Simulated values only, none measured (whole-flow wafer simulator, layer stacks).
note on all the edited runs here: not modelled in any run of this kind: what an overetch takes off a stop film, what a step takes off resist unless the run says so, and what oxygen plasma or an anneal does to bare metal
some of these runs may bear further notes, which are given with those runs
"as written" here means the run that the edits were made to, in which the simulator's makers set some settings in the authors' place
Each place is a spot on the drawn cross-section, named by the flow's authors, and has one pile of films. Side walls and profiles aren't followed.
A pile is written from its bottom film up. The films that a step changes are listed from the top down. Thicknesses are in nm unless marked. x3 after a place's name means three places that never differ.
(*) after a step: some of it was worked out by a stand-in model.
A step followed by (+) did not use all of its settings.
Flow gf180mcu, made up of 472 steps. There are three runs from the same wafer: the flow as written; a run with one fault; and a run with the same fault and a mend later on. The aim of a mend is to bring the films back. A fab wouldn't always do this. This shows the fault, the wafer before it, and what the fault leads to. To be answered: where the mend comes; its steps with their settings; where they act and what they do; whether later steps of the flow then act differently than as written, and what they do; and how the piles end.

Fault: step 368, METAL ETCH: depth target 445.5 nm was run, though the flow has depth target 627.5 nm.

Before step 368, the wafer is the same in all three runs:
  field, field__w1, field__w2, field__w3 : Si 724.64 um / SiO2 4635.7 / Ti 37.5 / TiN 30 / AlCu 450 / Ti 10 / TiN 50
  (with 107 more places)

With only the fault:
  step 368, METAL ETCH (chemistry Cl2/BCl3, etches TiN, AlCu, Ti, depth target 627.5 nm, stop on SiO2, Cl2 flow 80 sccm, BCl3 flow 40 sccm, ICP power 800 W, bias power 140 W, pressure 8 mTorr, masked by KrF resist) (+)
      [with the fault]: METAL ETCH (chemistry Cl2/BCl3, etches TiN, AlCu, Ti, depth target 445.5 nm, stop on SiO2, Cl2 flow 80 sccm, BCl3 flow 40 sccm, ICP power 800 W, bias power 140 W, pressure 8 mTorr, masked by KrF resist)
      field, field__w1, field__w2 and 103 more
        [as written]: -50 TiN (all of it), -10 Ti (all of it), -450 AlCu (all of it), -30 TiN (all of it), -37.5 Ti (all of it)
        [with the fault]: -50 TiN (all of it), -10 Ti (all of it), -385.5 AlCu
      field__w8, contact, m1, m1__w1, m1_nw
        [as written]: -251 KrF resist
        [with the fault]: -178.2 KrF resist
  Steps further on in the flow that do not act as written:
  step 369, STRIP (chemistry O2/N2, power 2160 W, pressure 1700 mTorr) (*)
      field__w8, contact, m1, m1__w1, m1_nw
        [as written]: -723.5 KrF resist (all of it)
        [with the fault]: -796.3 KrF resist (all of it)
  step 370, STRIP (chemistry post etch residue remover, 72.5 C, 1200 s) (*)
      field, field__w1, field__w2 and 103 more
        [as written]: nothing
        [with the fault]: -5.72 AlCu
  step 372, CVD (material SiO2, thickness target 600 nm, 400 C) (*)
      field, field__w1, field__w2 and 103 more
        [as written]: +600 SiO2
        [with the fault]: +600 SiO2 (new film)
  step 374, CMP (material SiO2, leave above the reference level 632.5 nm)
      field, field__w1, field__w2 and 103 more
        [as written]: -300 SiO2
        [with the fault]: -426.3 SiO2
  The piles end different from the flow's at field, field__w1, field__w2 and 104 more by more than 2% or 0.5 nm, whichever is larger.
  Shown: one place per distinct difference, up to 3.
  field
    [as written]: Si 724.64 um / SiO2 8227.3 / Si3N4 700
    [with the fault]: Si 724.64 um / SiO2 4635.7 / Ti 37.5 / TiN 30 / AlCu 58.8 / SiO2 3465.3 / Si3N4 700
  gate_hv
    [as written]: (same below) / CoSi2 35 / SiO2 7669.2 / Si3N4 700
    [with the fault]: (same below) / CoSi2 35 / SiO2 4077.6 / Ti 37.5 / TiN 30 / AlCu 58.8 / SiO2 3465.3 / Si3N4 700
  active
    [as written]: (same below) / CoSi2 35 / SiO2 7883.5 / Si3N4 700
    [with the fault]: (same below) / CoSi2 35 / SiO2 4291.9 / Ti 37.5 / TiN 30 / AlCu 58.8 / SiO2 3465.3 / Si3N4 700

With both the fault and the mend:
  The mend stands after step 370.
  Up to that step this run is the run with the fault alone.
  step 370a, DEHYDRATE (200 C, 60 s) (a further turn of the flow's step 361)
      leaves every film unchanged at each place that is followed
  step 370b, HMDS (120 C, 60 s) (a further turn of the flow's step 362)
      leaves every film unchanged at each place that is followed
  step 370c, COAT (KrF resist, thickness 1000 nm) (*) (a further turn of the flow's step 363)
      iso_ptap_pw, iso_ntap_nw, iso_nw_fld and 33 more
        +1000 KrF resist (new film)
      field__w6, field_sub, field_sub__w1 and 18 more
        +1002.6 KrF resist (new film)
      field__w11, field__w13, p_well and 7 more
        +1003 KrF resist (new film)
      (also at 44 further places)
  step 370d, SOFTBAKE (KrF resist) (a further turn of the flow's step 364)
      leaves every film unchanged at each place that is followed
  step 370e, EXPOSE (photomask Metal4) (a further turn of the flow's step 365)
      leaves every film unchanged at each place that is followed
  step 370f, PEB (KrF resist, 135 C, 90 s) (a further turn of the flow's step 366)
      field__w1, field__w2, field__w3 and 56 more
        -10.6 KrF resist
      iso_ptap_pw, iso_ntap_nw, iso_nw_fld and 33 more
        -10.5 KrF resist
      gate_hv, sd_p, nw_sep_fld, polyc_n, polyc_n_rim
        -10.7 KrF resist
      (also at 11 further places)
  step 370g, DEVELOP (thickness 1000 nm, 60 s) (a further turn of the flow's step 367)
      iso_ptap_pw, iso_ntap_nw, iso_nw_fld and 33 more
        -989.5 KrF resist (all of it)
      field_sub, field_sub__w1, field_sub__w2 and 14 more
        -992.1 KrF resist (all of it)
      field__w6, active_nat, gate_nat and 6 more
        -992 KrF resist (all of it)
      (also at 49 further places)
  step 370h, METAL ETCH (chemistry Cl2/BCl3, etches TiN, AlCu, Ti, depth target 182 nm, stop on SiO2, Cl2 flow 80 sccm, BCl3 flow 40 sccm, ICP power 800 W, bias power 140 W, pressure 8 mTorr, masked by KrF resist) (+) (a further turn of the flow's step 368, with different settings)
      field, field__w1, field__w2 and 103 more
        -58.8 AlCu (all of it), -30 TiN (all of it), -37.5 Ti (all of it)
      field__w8, contact, m1, m1__w1, m1_nw
        -72.8 KrF resist
  step 370i, STRIP (chemistry O2/N2, power 2160 W, pressure 1700 mTorr) (*) (a further turn of the flow's step 369)
      field__w8
        -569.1 KrF resist (all of it)
      contact
        -567.2 KrF resist (all of it)
      m1
        -569.9 KrF resist (all of it)
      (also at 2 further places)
  step 370j, STRIP (chemistry post etch residue remover, 72.5 C, 1200 s) (*) (a further turn of the flow's step 370)
      field__w8, contact, m1, m1__w1, m1_nw
        -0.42 TiN
  None of the later steps of the flow differs from how it acts as written, at any place that is followed, by more than 2% or 0.5 nm, whichever is larger.
  The piles end only slightly different from the flow's at the places that both follow, by no more than 2% or 0.5 nm, whichever is larger.
